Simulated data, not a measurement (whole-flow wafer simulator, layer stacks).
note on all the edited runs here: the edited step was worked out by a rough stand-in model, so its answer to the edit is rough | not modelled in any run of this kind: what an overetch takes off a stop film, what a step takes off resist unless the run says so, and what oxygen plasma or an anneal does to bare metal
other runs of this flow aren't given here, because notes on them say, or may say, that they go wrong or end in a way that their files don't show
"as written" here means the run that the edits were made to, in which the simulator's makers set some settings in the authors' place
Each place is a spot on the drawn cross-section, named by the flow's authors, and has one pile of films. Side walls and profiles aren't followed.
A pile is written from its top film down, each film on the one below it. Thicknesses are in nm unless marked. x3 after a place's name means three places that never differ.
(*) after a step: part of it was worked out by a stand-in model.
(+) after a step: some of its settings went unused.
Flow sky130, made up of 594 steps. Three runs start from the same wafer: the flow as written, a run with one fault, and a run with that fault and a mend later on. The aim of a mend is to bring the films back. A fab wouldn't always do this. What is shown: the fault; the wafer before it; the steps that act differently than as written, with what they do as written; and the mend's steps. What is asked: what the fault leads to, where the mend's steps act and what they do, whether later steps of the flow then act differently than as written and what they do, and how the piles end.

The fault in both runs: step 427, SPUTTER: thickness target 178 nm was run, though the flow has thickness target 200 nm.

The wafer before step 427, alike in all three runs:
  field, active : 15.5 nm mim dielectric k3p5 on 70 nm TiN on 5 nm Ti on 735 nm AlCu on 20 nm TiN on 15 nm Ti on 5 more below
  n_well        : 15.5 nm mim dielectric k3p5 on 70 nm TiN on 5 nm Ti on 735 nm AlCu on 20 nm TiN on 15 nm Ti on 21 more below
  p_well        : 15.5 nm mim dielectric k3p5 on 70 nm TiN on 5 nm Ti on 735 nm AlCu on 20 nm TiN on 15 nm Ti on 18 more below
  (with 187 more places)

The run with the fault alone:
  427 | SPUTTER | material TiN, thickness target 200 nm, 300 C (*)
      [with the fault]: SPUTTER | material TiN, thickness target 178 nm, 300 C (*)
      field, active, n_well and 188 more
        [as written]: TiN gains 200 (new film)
        [with the fault]: TiN gains 178 (new film)
  Steps further on in the flow that do not act as written (not shown: 5 more steps that differ only slightly, by at most 2% or 0.5 nm, whichever is larger):
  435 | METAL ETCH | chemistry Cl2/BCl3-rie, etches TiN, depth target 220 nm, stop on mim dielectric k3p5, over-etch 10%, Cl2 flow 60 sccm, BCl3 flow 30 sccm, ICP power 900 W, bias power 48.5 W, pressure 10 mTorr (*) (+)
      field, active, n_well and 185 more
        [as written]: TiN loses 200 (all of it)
        [with the fault]: TiN loses 178 (all of it)
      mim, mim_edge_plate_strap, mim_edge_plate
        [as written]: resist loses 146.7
        [with the fault]: resist loses 130.5
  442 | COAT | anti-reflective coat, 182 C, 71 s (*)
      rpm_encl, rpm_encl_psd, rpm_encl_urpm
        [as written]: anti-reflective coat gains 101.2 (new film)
        [with the fault]: anti-reflective coat gains 103.6 (new film)
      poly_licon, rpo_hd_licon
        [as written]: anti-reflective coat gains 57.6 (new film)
        [with the fault]: anti-reflective coat gains 63.5 (new film)
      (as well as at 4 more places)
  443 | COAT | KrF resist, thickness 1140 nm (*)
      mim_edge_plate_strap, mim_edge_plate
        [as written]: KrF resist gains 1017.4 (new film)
        [with the fault]: KrF resist gains 1039.4 (new film)
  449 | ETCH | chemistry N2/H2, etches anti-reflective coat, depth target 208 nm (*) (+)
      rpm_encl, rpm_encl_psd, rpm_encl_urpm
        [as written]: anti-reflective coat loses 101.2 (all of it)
        [with the fault]: anti-reflective coat loses 103.6 (all of it)
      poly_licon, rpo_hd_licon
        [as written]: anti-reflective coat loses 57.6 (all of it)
        [with the fault]: anti-reflective coat loses 63.5 (all of it)
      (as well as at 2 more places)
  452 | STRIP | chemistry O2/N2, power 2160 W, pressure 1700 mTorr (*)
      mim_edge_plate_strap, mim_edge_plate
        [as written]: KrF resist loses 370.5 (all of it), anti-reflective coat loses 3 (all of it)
        [with the fault]: KrF resist loses 392.5 (all of it), anti-reflective coat loses 3 (all of it)
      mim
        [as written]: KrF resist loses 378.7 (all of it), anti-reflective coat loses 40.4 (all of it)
        [with the fault]: KrF resist loses 398.9 (all of it), anti-reflective coat loses 35.4 (all of it)
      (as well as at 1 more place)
  By the end, the piles at mim, mim_edge_plate_strap, mim_edge_plate depart from the flow's by more than 2% or 0.5 nm, whichever is larger.
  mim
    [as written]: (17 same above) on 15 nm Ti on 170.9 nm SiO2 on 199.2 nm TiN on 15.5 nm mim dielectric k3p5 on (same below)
    [with the fault]: (17 same above) on 15 nm Ti on 192.9 nm SiO2 on 177.2 nm TiN on 15.5 nm mim dielectric k3p5 on (same below)
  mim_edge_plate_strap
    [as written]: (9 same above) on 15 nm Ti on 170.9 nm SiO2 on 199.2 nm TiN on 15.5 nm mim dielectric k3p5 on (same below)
    [with the fault]: (9 same above) on 15 nm Ti on 192.9 nm SiO2 on 177.2 nm TiN on 15.5 nm mim dielectric k3p5 on (same below)
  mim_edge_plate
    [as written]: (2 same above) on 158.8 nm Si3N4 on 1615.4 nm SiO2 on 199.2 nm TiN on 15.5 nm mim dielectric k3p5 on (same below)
    [with the fault]: (2 same above) on 158.8 nm Si3N4 on 1637.4 nm SiO2 on 177.2 nm TiN on 15.5 nm mim dielectric k3p5 on (same below)

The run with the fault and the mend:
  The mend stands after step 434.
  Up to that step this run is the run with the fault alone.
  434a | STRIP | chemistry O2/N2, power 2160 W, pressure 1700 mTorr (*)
      mim, mim_edge_plate_strap, mim_edge_plate
        resist loses 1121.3 (all of it)
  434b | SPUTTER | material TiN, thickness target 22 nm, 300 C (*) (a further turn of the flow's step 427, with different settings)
      field, active, n_well and 188 more
        TiN gains 22
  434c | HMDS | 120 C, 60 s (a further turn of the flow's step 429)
      leaves every film unchanged at each place that is followed
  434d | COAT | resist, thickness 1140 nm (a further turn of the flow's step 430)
      field, active, n_well and 186 more
        resist gains 1140 (new film)
      m1, via2_hole
        resist gains 1140.6 (new film)
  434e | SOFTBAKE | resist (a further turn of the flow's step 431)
      leaves every film unchanged at each place that is followed
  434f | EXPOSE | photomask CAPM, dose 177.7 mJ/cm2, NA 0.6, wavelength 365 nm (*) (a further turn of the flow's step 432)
      leaves every film unchanged at each place that is followed
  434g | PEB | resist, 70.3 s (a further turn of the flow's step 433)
      field, active, n_well and 188 more
        resist loses 18.7
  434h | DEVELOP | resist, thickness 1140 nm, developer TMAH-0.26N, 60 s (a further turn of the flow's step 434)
      field, active, n_well and 183 more
        resist loses 1121.3 (all of it)
      m1, via2_hole
        resist loses 1121.9 (all of it)
  Every later step of the flow that is run acts as written at every place that is followed.
  At every place that both follow, the piles at the end match the flow's.
